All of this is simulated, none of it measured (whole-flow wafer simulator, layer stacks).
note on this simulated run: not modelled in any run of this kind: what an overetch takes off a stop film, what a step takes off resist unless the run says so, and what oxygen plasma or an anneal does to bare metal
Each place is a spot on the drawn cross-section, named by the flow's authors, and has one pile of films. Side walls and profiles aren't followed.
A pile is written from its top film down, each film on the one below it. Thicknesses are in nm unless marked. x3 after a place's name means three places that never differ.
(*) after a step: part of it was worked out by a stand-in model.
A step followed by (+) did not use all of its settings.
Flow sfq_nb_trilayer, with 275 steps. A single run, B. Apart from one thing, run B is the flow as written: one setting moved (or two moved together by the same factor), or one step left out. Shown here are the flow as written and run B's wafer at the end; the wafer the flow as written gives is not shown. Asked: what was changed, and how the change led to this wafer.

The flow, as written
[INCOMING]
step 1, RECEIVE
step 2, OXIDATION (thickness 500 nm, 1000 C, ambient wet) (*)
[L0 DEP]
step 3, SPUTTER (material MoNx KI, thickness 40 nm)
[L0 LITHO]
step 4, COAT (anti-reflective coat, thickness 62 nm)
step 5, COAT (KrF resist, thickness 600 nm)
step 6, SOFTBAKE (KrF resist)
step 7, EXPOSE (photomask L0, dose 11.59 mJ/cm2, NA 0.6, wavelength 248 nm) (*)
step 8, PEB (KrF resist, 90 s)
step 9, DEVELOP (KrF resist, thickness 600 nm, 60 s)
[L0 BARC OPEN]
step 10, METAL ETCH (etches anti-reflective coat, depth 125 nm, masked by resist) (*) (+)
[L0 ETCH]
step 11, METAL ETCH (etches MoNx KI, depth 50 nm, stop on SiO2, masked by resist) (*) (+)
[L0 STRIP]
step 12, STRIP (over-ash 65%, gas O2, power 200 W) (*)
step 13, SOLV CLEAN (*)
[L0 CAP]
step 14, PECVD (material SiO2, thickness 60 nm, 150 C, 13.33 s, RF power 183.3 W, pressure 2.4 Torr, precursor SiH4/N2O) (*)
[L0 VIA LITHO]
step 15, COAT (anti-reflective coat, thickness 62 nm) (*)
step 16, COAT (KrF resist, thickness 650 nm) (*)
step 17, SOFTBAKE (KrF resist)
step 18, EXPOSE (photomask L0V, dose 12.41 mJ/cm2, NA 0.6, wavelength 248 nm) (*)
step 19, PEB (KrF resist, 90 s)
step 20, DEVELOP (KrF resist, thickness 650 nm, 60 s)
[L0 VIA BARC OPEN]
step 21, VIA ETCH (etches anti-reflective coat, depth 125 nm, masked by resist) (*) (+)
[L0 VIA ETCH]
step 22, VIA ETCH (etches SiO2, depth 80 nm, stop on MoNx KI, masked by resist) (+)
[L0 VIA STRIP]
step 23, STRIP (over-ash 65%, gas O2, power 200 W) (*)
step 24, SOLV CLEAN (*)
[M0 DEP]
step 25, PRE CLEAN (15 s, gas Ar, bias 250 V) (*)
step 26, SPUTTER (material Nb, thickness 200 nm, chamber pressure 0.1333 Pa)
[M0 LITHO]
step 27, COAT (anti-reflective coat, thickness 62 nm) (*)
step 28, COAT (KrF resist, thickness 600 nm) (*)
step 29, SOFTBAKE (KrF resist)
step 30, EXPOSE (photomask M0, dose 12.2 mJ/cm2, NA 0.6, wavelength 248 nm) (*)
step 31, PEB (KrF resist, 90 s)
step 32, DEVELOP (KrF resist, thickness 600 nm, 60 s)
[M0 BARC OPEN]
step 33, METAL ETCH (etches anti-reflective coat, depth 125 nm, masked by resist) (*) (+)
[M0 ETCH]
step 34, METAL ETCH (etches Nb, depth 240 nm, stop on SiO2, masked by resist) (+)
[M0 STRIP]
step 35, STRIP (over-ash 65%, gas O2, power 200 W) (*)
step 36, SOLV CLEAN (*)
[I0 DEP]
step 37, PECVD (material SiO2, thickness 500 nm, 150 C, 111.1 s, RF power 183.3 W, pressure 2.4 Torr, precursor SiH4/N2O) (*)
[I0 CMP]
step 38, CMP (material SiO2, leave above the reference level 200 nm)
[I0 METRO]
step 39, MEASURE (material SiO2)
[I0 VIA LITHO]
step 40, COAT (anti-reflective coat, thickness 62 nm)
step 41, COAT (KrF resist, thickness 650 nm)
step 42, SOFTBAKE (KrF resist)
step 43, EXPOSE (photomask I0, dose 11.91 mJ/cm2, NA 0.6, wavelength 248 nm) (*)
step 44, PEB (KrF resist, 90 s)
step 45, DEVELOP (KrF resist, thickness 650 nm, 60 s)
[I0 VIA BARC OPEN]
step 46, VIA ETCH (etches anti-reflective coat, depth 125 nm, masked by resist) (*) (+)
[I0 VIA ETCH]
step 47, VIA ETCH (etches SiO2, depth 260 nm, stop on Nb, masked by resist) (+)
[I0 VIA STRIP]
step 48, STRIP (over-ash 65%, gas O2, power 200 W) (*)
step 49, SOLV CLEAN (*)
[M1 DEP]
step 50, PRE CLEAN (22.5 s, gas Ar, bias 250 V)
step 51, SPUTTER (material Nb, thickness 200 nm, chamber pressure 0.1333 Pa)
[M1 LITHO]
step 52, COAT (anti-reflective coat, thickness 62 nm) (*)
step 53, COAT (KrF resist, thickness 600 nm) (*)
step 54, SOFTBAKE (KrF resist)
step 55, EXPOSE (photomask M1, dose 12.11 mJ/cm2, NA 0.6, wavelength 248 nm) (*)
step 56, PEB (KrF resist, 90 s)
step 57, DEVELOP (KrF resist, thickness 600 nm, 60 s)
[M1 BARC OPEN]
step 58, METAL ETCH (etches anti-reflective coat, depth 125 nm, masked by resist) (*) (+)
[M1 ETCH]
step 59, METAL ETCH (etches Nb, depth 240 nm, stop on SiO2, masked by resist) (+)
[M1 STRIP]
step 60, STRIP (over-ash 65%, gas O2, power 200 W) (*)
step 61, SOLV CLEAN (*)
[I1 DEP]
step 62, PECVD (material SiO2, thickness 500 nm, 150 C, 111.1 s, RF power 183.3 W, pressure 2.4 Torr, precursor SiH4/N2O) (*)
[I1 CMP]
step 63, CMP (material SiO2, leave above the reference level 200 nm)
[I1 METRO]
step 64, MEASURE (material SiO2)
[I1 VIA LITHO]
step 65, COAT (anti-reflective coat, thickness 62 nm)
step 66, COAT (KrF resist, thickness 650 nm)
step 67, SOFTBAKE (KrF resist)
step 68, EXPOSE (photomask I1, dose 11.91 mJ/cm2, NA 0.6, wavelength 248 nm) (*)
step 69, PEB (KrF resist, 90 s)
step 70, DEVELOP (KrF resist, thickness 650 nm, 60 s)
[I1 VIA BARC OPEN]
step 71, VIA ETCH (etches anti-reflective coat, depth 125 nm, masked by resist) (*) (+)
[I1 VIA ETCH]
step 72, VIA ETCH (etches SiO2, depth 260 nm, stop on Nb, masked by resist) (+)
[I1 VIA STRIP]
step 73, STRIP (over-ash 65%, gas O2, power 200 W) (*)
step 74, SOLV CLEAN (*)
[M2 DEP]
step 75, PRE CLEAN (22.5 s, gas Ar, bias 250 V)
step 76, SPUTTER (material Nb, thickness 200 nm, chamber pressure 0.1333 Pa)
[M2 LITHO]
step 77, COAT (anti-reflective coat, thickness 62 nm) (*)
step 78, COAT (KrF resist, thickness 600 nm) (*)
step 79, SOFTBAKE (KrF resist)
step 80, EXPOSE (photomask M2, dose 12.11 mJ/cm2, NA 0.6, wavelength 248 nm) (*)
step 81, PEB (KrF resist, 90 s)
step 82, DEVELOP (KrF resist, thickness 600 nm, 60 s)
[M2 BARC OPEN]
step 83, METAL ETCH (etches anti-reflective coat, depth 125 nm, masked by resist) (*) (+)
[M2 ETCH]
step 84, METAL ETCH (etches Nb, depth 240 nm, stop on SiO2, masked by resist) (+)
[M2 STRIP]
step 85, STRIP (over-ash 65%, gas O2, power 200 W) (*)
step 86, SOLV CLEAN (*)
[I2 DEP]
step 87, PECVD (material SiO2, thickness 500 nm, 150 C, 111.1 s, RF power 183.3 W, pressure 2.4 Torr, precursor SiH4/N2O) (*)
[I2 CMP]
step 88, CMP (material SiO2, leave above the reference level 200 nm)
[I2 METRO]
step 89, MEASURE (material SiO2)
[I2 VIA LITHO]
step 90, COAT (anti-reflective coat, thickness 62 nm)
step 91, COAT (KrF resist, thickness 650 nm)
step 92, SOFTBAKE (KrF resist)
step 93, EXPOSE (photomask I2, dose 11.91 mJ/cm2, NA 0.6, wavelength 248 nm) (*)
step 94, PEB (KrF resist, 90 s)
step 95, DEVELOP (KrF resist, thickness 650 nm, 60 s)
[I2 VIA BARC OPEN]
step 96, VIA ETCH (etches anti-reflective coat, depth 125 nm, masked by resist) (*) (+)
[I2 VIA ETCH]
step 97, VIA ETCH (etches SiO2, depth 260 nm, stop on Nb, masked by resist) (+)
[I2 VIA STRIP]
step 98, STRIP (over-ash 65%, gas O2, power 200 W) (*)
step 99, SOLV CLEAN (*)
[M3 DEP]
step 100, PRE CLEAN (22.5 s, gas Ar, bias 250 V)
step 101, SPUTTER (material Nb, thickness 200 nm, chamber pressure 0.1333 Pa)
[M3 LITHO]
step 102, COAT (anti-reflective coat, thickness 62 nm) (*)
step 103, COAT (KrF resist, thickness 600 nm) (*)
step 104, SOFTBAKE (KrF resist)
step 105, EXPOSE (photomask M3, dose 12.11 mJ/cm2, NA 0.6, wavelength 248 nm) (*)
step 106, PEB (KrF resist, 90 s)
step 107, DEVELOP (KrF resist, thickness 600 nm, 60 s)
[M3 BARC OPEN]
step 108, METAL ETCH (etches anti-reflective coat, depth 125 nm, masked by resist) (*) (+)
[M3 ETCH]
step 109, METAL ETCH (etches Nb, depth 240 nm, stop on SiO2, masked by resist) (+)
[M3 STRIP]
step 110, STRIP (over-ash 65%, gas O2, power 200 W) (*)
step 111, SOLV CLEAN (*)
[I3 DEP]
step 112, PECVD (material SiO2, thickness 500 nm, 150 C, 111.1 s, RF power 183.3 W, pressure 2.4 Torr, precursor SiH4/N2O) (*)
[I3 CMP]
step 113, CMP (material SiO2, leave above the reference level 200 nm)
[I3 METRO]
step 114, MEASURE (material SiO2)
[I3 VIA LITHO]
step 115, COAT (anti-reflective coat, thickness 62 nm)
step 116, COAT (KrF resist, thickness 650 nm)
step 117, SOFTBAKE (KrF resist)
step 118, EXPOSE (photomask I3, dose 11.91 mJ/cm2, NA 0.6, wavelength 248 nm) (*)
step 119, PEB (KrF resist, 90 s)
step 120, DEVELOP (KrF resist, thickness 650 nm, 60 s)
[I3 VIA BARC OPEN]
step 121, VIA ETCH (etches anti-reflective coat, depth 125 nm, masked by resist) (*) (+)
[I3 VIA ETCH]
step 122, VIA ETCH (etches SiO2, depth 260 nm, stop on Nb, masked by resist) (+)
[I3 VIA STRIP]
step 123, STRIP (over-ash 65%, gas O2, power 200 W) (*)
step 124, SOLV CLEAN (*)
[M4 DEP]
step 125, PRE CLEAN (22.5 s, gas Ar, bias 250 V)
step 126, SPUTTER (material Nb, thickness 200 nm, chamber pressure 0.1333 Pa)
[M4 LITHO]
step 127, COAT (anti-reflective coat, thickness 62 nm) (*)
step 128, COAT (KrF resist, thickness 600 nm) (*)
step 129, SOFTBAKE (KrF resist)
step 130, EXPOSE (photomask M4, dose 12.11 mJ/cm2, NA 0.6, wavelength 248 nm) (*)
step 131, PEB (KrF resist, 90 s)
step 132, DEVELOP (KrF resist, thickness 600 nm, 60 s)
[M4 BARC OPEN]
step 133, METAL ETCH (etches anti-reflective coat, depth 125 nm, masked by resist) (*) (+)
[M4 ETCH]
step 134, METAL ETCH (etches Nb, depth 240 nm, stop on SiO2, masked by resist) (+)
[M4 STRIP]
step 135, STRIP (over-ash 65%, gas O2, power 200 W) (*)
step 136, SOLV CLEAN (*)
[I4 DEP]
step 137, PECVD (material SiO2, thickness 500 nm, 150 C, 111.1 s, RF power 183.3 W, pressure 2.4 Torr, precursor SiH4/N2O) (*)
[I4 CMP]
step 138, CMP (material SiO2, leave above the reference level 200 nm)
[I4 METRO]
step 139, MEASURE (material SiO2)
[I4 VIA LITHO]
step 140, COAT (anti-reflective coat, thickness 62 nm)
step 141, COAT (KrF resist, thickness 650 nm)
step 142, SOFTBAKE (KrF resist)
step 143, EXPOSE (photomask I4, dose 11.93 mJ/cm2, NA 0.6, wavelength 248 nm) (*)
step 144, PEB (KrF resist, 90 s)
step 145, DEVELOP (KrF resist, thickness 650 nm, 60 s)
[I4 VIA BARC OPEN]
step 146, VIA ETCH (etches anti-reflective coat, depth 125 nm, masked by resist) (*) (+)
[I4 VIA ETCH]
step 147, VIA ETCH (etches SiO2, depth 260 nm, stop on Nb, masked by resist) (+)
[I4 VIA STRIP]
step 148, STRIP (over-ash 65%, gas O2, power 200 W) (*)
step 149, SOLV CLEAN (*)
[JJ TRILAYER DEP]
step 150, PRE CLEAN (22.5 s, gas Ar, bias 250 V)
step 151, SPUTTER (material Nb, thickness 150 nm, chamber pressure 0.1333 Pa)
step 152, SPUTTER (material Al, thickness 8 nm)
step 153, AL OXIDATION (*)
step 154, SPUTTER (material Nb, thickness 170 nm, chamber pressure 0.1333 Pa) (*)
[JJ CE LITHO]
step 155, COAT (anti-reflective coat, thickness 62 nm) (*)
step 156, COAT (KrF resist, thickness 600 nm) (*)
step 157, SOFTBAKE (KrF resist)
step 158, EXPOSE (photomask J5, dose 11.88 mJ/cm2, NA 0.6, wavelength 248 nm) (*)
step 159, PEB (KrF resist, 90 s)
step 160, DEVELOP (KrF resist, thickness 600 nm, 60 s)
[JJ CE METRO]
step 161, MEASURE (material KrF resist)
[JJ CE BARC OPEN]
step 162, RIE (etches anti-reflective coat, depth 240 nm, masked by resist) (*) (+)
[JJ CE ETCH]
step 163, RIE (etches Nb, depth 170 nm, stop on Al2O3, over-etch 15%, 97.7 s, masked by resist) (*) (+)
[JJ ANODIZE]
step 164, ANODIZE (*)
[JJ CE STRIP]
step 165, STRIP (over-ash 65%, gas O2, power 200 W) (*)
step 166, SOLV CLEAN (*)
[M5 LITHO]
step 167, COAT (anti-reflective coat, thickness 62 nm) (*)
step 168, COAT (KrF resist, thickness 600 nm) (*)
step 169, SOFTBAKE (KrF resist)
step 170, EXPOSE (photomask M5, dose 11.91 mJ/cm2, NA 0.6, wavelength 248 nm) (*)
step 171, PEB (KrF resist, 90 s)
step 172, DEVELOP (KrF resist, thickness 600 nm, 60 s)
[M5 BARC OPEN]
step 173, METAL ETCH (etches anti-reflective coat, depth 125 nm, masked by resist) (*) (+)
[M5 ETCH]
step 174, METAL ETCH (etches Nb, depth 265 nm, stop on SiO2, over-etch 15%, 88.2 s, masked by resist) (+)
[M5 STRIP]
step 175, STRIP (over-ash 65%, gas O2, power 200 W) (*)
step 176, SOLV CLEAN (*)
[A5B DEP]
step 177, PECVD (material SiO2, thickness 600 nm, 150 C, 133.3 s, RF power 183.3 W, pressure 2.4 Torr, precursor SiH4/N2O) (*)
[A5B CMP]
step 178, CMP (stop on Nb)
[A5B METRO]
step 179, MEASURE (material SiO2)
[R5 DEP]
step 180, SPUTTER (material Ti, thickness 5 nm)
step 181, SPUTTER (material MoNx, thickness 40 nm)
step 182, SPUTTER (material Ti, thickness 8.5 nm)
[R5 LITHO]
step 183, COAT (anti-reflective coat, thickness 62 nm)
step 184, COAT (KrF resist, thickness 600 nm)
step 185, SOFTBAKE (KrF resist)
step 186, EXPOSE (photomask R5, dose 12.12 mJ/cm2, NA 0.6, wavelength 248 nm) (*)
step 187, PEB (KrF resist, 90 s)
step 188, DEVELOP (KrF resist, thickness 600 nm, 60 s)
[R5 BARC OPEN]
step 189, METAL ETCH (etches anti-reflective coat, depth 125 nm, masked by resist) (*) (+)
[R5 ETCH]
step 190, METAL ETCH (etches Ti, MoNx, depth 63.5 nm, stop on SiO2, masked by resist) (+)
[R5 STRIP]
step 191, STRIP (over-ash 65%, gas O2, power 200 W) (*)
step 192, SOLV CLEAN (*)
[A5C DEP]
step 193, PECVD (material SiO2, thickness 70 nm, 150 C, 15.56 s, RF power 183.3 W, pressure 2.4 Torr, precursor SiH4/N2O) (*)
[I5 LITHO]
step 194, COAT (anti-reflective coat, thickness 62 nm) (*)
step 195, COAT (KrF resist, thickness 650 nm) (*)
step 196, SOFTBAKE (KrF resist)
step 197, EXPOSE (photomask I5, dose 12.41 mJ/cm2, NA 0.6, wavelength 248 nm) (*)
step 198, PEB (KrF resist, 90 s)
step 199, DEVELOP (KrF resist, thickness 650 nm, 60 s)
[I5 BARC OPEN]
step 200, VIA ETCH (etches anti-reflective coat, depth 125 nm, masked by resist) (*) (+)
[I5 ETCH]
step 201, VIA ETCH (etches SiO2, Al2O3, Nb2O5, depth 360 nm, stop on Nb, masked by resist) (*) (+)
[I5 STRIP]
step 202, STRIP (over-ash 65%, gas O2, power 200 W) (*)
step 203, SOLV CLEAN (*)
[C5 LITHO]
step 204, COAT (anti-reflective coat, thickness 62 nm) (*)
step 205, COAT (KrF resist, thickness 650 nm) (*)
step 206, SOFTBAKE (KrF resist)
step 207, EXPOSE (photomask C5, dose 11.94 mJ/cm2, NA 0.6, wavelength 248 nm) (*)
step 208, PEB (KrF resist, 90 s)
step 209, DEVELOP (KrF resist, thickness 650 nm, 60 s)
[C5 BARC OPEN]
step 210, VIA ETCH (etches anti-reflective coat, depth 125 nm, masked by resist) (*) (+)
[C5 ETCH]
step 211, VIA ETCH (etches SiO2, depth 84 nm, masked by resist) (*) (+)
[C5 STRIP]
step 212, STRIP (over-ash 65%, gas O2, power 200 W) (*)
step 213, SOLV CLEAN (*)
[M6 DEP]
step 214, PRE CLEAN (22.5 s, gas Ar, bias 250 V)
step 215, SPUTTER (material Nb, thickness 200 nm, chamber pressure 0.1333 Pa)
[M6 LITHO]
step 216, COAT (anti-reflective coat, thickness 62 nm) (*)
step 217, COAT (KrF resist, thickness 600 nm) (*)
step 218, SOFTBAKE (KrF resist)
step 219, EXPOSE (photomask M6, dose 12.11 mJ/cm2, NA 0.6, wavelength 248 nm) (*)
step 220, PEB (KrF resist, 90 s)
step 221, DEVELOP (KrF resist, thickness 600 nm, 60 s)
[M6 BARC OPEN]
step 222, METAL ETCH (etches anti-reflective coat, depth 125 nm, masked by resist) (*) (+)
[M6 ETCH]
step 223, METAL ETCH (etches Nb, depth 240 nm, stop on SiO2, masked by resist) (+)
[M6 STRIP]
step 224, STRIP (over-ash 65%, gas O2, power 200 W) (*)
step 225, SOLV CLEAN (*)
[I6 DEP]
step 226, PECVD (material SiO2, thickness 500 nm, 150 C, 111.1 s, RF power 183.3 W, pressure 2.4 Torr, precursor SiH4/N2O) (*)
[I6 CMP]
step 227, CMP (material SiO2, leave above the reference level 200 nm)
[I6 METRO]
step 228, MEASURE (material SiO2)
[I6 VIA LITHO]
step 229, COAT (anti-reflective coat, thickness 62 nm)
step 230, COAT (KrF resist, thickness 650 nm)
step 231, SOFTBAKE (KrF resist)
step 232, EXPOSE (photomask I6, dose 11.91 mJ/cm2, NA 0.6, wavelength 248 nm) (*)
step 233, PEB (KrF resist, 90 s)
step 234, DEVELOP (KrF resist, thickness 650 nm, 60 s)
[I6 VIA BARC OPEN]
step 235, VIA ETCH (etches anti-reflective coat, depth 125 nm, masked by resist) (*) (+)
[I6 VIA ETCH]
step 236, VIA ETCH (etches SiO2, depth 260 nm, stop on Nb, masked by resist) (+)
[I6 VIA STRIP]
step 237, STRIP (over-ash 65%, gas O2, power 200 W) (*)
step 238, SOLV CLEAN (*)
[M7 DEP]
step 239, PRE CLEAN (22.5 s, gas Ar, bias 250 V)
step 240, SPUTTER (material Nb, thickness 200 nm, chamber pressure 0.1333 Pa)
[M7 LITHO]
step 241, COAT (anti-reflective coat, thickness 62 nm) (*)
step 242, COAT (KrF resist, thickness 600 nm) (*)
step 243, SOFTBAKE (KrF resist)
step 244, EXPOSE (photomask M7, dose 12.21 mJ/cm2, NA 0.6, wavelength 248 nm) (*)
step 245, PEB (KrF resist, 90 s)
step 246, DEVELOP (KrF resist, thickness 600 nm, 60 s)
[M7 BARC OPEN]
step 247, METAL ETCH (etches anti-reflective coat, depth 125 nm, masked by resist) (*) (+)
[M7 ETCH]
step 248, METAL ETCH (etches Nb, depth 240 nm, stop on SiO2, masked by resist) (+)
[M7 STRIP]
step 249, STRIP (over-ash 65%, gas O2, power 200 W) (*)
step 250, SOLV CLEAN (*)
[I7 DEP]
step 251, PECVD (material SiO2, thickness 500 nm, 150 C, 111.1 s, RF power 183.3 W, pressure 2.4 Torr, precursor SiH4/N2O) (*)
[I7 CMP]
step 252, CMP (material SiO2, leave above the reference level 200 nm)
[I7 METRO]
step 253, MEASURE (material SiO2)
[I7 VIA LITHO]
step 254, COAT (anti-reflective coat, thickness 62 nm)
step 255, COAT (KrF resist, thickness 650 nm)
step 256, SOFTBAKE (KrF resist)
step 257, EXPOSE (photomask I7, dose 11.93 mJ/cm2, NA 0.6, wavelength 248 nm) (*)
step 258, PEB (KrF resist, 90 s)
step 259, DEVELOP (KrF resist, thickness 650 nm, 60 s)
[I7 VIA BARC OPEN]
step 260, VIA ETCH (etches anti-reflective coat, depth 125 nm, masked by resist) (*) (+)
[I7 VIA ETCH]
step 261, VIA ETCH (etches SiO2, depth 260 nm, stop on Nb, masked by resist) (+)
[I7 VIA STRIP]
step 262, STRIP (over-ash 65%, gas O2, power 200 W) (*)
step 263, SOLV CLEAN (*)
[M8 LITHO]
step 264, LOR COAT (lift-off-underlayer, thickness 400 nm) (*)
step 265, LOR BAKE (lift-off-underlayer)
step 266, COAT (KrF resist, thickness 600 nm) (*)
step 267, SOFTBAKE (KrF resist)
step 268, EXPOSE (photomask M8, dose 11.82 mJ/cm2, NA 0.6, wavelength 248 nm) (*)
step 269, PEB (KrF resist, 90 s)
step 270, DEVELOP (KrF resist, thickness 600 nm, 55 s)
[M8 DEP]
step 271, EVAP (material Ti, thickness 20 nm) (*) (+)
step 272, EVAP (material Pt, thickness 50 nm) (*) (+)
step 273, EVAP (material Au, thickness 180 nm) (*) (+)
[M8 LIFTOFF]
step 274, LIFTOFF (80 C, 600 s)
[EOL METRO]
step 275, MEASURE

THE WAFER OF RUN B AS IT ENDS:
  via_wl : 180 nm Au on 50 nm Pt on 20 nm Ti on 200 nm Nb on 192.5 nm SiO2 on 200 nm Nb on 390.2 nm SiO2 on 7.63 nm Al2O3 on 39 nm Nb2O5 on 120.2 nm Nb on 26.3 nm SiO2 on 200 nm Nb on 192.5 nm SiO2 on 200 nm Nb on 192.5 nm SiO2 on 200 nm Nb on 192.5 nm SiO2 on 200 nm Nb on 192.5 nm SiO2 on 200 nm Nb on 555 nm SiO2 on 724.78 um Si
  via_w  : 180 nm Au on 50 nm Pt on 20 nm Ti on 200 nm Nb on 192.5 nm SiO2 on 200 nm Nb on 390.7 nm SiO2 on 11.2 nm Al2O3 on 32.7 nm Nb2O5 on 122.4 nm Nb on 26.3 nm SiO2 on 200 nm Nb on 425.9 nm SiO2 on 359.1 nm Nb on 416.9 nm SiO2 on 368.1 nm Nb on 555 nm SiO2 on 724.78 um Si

Cause: step 147, VIA ETCH: depth 166 nm was run, though the flow has depth 260 nm.

The path from the change to this, step by step:
  step 147, VIA ETCH (etches SiO2, depth 260 nm, stop on Nb, masked by resist) (+)
      via_wl, via_w, via_wr: -166 SiO2 (it would be, as written: -199.8 SiO2 (all of it))
      field_l, v_sur, via_sp and 100 more: -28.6 KrF resist (it would be, as written: -44.8 KrF resist)
  step 148, STRIP (over-ash 65%, gas O2, power 200 W) (*)
      field_l, v_sur, via_sp and 100 more: -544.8 KrF resist (all of it), -62 anti-reflective coat (all of it) (it would be, as written: -528.6 KrF resist (all of it), -62 anti-reflective coat (all of it))
  step 150, PRE CLEAN (22.5 s, gas Ar, bias 250 V)
      via_wl, via_w, via_wr: -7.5 SiO2 (it would be, as written: -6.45 Nb)
  step 151, SPUTTER (material Nb, thickness 150 nm, chamber pressure 0.1333 Pa)
      via_wl, via_w, via_wr: +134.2 Nb (new film) (it would be, as written: +130.4 Nb)
  step 154, SPUTTER (material Nb, thickness 170 nm, chamber pressure 0.1333 Pa) (*)
      via_wl, via_wr: +146.4 Nb (new film) (it would be, as written: +140.7 Nb (new film))
      via_w: +146.7 Nb (new film) (it would be, as written: +141 Nb (new film))
  step 155, COAT (anti-reflective coat, thickness 62 nm) (*)
      via_wl, via_wr: +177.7 anti-reflective coat (new film) (it would be, as written: +209.4 anti-reflective coat (new film))
      v_sur: +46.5 anti-reflective coat (new film) (it would be, as written: +45.1 anti-reflective coat (new film))
      (also at 1 further place)
  step 156, COAT (KrF resist, thickness 600 nm) (*)
      via_w: +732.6 KrF resist (new film) (it would be, as written: +763.8 KrF resist (new film))
  step 160, DEVELOP (KrF resist, thickness 600 nm, 60 s)
      via_w: -731 KrF resist (all of it) (it would be, as written: -762.1 KrF resist (all of it))
  step 162, RIE (etches anti-reflective coat, depth 240 nm, masked by resist) (*) (+)
      ce_l, c5j, ce_r, wl_jj: -177.7 KrF resist (it would be, as written: -209.4 KrF resist)
      via_wl, via_wr: -177.7 anti-reflective coat (all of it) (it would be, as written: -209.4 anti-reflective coat (all of it))
      (also at 2 further places)
  step 163, RIE (etches Nb, depth 170 nm, stop on Al2O3, over-etch 15%, 97.7 s, masked by resist) (*) (+)
      via_wl, via_wr: -146.4 Nb (all of it), -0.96 Al2O3 (all of it) (it would be, as written: -140.7 Nb (all of it), -0.96 Al2O3 (all of it))
      via_w: -146.7 Nb (all of it), -0.96 Al2O3 (all of it) (it would be, as written: -141 Nb (all of it), -0.96 Al2O3 (all of it))
  step 165, STRIP (over-ash 65%, gas O2, power 200 W) (*)
      c5j, ce_r: -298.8 KrF resist (all of it), -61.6 anti-reflective coat (all of it) (it would be, as written: -266.9 KrF resist (all of it), -61.5 anti-reflective coat (all of it))
      ce_l: -298.7 KrF resist (all of it), -61.5 anti-reflective coat (all of it) (it would be, as written: -266.8 KrF resist (all of it), -61.4 anti-reflective coat (all of it))
      (also at 1 further place)
  step 167, COAT (anti-reflective coat, thickness 62 nm) (*)
      v_sur: +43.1 anti-reflective coat (new film) (it would be, as written: +44.9 anti-reflective coat (new film))
      via_wl: +134 anti-reflective coat (new film) (it would be, as written: +170.5 anti-reflective coat (new film))
      (also at 2 further places)
  step 168, COAT (KrF resist, thickness 600 nm) (*)
      via_w: +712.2 KrF resist (new film) (it would be, as written: +732.6 KrF resist (new film))
  step 175, STRIP (over-ash 65%, gas O2, power 200 W) (*)
      v_sur: -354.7 KrF resist (all of it), -43.1 anti-reflective coat (all of it) (it would be, as written: -349.2 KrF resist (all of it), -44.9 anti-reflective coat (all of it))
      via_wl: -432.5 KrF resist (all of it), -134 anti-reflective coat (all of it) (it would be, as written: -427 KrF resist (all of it), -170.5 anti-reflective coat (all of it))
      (also at 2 further places)
  step 178, CMP (stop on Nb)
      via_wl, via_wr: -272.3 SiO2 (it would be, as written: -235.7 SiO2)
      via_w: -271.8 SiO2 (it would be, as written: -235.2 SiO2)
Taking metal films that touch as one body, via_wl has 8 bodies (between them, from the top down: SiO2 192.5; SiO2 390.2 / Al2O3 7.63 / Nb2O5 39; SiO2 26.3; SiO2 192.5; SiO2 192.5; SiO2 192.5; SiO2 192.5); the flow as written gives 7 bodies (between them, from the top down: SiO2 192.5; SiO2 426.8 / Al2O3 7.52 / Nb2O5 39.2; SiO2 192.5; SiO2 192.5; SiO2 192.5; SiO2 192.5).
Taking metal films that touch as one body, via_w has 6 bodies (between them, from the top down: SiO2 192.5; SiO2 390.7 / Al2O3 11.2 / Nb2O5 32.7; SiO2 26.3; SiO2 425.9; SiO2 416.9); the flow as written gives 5 bodies (between them, from the top down: SiO2 192.5; SiO2 427.3 / Al2O3 10.8 / Nb2O5 33.3; SiO2 425.9; SiO2 416.9).
